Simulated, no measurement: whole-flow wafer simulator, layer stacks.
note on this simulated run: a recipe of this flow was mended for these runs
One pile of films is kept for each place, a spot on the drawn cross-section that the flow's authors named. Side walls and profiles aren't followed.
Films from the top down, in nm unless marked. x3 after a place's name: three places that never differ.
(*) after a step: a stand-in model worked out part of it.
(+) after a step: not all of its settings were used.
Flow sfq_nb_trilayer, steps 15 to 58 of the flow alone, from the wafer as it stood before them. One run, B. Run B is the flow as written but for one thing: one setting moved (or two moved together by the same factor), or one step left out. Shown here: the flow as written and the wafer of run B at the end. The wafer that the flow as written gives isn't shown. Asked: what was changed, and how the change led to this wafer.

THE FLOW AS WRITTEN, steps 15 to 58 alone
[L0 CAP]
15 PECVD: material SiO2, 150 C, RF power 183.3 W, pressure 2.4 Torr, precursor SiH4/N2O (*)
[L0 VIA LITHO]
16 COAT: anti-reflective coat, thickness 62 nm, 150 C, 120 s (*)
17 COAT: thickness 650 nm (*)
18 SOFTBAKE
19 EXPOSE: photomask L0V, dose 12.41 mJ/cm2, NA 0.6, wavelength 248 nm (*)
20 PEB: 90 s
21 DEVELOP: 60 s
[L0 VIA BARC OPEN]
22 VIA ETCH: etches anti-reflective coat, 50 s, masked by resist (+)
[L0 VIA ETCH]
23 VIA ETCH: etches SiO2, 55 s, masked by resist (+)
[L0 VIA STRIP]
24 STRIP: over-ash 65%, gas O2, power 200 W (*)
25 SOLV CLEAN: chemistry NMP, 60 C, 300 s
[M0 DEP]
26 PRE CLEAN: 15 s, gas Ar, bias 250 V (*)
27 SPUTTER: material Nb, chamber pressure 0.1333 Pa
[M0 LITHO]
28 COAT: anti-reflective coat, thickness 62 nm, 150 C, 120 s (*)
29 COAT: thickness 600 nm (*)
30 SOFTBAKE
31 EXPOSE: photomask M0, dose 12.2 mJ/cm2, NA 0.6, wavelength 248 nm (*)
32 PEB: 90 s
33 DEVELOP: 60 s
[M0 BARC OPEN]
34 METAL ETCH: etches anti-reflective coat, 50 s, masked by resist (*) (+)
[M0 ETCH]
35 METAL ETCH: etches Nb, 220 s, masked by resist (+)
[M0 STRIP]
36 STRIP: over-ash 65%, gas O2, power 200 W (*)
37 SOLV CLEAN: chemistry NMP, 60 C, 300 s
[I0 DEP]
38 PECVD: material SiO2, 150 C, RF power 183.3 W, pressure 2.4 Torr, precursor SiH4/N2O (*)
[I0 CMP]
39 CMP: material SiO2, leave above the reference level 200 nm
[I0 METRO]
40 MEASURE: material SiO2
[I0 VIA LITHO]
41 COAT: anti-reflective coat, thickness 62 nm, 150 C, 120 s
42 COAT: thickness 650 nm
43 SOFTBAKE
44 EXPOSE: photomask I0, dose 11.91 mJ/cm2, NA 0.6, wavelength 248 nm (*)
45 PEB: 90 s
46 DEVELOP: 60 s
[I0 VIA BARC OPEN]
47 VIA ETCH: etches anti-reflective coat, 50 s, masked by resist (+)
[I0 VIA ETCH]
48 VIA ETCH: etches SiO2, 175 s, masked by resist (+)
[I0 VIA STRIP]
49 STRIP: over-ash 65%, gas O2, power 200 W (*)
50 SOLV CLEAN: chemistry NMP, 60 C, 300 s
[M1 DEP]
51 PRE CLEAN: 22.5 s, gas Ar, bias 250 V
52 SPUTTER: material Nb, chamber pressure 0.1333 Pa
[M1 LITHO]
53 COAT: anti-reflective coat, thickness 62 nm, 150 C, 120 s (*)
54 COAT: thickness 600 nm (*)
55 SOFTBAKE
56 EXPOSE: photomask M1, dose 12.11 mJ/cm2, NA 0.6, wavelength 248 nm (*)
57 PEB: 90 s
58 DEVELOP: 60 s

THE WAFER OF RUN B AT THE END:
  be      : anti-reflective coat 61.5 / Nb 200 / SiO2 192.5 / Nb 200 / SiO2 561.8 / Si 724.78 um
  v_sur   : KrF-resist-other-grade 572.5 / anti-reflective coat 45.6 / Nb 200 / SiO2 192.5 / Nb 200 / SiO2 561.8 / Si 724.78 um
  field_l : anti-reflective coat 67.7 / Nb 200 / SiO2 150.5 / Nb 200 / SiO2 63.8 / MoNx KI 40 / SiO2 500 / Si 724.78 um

The cause: step 15, PECVD: pressure 1.54 Torr was run, where the flow has pressure 2.4 Torr.

How the change led to this, step by step:
  15 PECVD: material SiO2, 150 C, RF power 183.3 W, pressure 2.4 Torr, precursor SiH4/N2O (*)
      v_sur, via_wl, via_w and 97 more: SiO2 +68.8 (as written it would be: SiO2 +60)
      field_l, l0_sur, l0v, l0r_line_l, l0r_line_c, l0r_line_r: SiO2 +68.8 (new film) (as written it would be: SiO2 +60 (new film))
  23 VIA ETCH: etches SiO2, 55 s, masked by resist (+)
      l0v: SiO2 -68.4 (all of it), MoNx KI -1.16 (as written it would be: SiO2 -59.7 (all of it), MoNx KI -2.03)
  28 COAT: anti-reflective coat, thickness 62 nm, 150 C, 120 s (*)
      l0_sur: anti-reflective coat +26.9 (new film) (as written it would be: anti-reflective coat +29.3 (new film))
      l0v: anti-reflective coat +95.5 (new film) (as written it would be: anti-reflective coat +92.5 (new film))
  36 STRIP: over-ash 65%, gas O2, power 200 W (*)
      l0_sur: KrF-resist-other-grade -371 (all of it), anti-reflective coat -26.9 (all of it) (as written it would be: KrF-resist-other-grade -370 (all of it), anti-reflective coat -29.3 (all of it))
      l0v: KrF-resist-other-grade -378.6 (all of it), anti-reflective coat -95.5 (all of it) (as written it would be: KrF-resist-other-grade -374.1 (all of it), anti-reflective coat -92.5 (all of it))
  39 CMP: material SiO2, leave above the reference level 200 nm
      l0v: SiO2 -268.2 (as written it would be: SiO2 -277.4)
